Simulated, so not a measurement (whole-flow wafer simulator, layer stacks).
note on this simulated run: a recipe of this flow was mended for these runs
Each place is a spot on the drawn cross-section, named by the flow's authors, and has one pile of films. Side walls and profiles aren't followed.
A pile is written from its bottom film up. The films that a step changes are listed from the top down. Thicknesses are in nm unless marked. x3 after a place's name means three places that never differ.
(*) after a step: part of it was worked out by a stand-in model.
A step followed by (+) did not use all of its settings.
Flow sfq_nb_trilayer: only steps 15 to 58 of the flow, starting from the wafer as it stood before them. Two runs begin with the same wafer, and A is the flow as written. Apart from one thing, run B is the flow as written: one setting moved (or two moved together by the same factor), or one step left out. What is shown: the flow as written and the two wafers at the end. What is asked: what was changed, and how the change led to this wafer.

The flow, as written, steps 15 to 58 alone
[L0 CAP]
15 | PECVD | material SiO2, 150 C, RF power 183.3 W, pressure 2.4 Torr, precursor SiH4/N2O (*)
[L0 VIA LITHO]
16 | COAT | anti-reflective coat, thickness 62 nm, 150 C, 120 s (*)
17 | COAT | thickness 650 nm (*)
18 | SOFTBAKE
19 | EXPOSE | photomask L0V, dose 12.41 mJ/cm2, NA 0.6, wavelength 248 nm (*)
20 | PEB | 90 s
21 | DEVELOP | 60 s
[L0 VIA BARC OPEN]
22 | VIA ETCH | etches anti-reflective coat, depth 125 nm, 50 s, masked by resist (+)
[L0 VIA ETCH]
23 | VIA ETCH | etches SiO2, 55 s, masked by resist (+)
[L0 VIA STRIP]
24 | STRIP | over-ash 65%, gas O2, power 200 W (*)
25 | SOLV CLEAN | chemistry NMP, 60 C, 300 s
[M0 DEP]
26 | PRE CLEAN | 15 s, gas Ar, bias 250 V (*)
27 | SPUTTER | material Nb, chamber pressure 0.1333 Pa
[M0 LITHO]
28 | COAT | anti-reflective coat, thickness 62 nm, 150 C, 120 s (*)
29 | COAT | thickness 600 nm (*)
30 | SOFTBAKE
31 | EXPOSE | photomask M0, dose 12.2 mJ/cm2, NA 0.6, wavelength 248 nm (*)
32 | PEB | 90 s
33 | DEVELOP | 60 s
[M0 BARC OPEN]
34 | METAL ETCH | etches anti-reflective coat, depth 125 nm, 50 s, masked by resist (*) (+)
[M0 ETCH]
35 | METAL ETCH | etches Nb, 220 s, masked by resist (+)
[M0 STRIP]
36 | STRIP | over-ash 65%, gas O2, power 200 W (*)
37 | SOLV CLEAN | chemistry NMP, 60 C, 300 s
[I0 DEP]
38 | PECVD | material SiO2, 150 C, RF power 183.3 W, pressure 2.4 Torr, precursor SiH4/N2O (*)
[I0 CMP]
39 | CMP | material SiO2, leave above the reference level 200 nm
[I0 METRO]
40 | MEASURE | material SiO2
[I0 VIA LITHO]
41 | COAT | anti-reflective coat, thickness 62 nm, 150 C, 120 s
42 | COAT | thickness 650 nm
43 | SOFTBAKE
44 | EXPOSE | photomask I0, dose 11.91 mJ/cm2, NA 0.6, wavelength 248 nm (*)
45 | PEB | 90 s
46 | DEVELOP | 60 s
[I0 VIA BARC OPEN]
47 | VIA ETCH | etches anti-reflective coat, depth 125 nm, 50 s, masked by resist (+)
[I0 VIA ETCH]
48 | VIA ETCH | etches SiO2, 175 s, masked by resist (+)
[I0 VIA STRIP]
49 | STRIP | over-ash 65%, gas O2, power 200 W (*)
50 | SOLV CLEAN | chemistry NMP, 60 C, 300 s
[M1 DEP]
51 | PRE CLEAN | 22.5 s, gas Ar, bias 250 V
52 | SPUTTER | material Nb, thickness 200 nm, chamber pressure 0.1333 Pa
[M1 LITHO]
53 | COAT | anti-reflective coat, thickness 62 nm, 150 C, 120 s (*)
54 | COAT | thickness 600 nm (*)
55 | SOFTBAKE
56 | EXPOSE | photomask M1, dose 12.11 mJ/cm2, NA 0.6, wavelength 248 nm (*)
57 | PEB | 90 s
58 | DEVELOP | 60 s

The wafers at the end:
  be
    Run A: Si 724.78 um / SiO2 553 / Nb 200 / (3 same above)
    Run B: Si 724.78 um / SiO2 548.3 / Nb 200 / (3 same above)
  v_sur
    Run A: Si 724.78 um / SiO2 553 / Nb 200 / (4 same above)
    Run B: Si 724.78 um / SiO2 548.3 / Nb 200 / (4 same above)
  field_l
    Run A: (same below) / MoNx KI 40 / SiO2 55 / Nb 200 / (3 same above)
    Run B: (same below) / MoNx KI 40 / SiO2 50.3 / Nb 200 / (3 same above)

What caused this: step 15, PECVD: RF power 158.6 W was run, whereas the flow has RF power 183.3 W.

How this came from the change, step by step:
  15 | PECVD | material SiO2, 150 C, RF power 183.3 W, pressure 2.4 Torr, precursor SiH4/N2O (*)
      v_sur, via_wl, via_w and 97 more: A SiO2 gains 60 | B SiO2 gains 55.3
      field_l, l0_sur, l0v, l0r_line_l, l0r_line_c, l0r_line_r: A SiO2 gains 60 (new film) | B SiO2 gains 55.3 (new film)
  23 | VIA ETCH | etches SiO2, 55 s, masked by resist (+)
      l0v: A SiO2 loses 59.7 (all of it), MoNx KI loses 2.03 | B SiO2 loses 55 (all of it), MoNx KI loses 2.5
  28 | COAT | anti-reflective coat, thickness 62 nm, 150 C, 120 s (*)
      l0_sur: A anti-reflective coat gains 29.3 (new film) | B anti-reflective coat gains 30.6 (new film)
      l0v: A anti-reflective coat gains 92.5 (new film) | B anti-reflective coat gains 90.3 (new film)
  36 | STRIP | over-ash 65%, gas O2, power 200 W (*)
      l0_sur: A KrF-resist-other-grade loses 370 (all of it), anti-reflective coat loses 29.3 (all of it) | B KrF-resist-other-grade loses 369.3 (all of it), anti-reflective coat loses 30.6 (all of it)
      l0v: A KrF-resist-other-grade loses 374.1 (all of it), anti-reflective coat loses 92.5 (all of it) | B KrF-resist-other-grade loses 372.2 (all of it), anti-reflective coat loses 90.3 (all of it)
